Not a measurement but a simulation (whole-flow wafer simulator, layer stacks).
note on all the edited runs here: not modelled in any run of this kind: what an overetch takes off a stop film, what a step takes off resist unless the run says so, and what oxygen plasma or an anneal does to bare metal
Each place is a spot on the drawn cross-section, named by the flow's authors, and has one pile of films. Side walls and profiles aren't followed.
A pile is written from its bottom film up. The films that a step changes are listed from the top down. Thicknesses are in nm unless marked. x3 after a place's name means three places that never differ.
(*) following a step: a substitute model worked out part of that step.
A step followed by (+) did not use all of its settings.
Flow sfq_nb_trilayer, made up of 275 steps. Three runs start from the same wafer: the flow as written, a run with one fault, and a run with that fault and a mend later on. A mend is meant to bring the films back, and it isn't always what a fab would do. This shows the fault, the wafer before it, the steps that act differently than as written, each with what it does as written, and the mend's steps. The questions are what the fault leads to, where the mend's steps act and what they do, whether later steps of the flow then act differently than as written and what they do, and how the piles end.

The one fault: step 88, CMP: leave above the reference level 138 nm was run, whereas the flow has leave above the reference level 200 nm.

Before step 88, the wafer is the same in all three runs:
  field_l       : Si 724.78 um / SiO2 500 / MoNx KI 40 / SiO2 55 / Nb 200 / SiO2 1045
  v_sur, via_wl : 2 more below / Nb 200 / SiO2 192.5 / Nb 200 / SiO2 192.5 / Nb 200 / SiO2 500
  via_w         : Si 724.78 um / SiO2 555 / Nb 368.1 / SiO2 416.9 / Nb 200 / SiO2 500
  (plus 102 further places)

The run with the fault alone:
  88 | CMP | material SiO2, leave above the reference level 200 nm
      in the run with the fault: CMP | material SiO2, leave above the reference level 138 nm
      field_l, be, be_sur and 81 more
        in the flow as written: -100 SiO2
        in the run with the fault: -162 SiO2
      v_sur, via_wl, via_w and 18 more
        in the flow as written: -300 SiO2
        in the run with the fault: -362 SiO2
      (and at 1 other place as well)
  Later steps of the flow acting differently than as written (4 other steps are not shown; they differ only slightly, by no more than 2% or 0.5 nm, whichever is larger):
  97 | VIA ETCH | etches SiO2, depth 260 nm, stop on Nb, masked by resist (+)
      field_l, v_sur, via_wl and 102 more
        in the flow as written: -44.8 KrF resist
        in the run with the fault: -35.6 KrF resist
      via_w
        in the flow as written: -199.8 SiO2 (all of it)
        in the run with the fault: -137.8 SiO2 (all of it)
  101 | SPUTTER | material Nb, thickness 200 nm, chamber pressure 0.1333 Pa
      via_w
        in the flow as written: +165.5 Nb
        in the run with the fault: +179.2 Nb
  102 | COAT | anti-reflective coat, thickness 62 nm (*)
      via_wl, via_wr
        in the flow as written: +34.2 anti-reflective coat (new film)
        in the run with the fault: +35.4 anti-reflective coat (new film)
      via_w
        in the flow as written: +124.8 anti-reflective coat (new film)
        in the run with the fault: +110.2 anti-reflective coat (new film)
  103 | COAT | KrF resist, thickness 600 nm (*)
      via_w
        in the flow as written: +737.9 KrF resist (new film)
        in the run with the fault: +686.7 KrF resist (new film)
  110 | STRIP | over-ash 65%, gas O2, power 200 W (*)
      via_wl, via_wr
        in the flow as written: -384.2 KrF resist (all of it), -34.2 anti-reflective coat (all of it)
        in the run with the fault: -390.6 KrF resist (all of it), -35.4 anti-reflective coat (all of it)
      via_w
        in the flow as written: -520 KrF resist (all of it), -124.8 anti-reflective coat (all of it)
        in the run with the fault: -468.9 KrF resist (all of it), -110.2 anti-reflective coat (all of it)
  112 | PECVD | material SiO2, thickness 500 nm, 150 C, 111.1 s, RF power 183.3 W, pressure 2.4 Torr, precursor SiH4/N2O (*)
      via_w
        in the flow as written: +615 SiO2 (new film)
        in the run with the fault: +514.8 SiO2 (new film)
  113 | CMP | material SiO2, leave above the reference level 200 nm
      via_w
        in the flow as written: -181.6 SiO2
        in the run with the fault: -157.1 SiO2
  By the end, the piles at field_l, v_sur, via_wl and 102 more depart from the flow's by more than 2% or 0.5 nm, whichever is larger.
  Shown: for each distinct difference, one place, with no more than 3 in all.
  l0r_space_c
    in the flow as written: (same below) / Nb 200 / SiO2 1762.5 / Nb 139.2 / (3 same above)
    in the run with the fault: (same below) / Nb 200 / SiO2 1700.5 / Nb 139.2 / (3 same above)
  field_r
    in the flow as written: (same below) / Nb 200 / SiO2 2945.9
    in the run with the fault: (same below) / Nb 200 / SiO2 2883.9
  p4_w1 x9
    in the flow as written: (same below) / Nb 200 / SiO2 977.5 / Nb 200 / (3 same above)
    in the run with the fault: (same below) / Nb 200 / SiO2 915.5 / Nb 200 / (3 same above)

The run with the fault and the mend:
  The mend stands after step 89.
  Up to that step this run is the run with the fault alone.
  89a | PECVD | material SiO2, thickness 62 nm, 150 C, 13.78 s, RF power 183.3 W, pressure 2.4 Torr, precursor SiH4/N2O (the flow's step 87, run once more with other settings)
      field_l, v_sur, via_wl and 103 more
        +62 SiO2
  None of the later steps of the flow acts differently than as written at any place that is followed.
  The piles end the same as the flow's at every place that both follow.
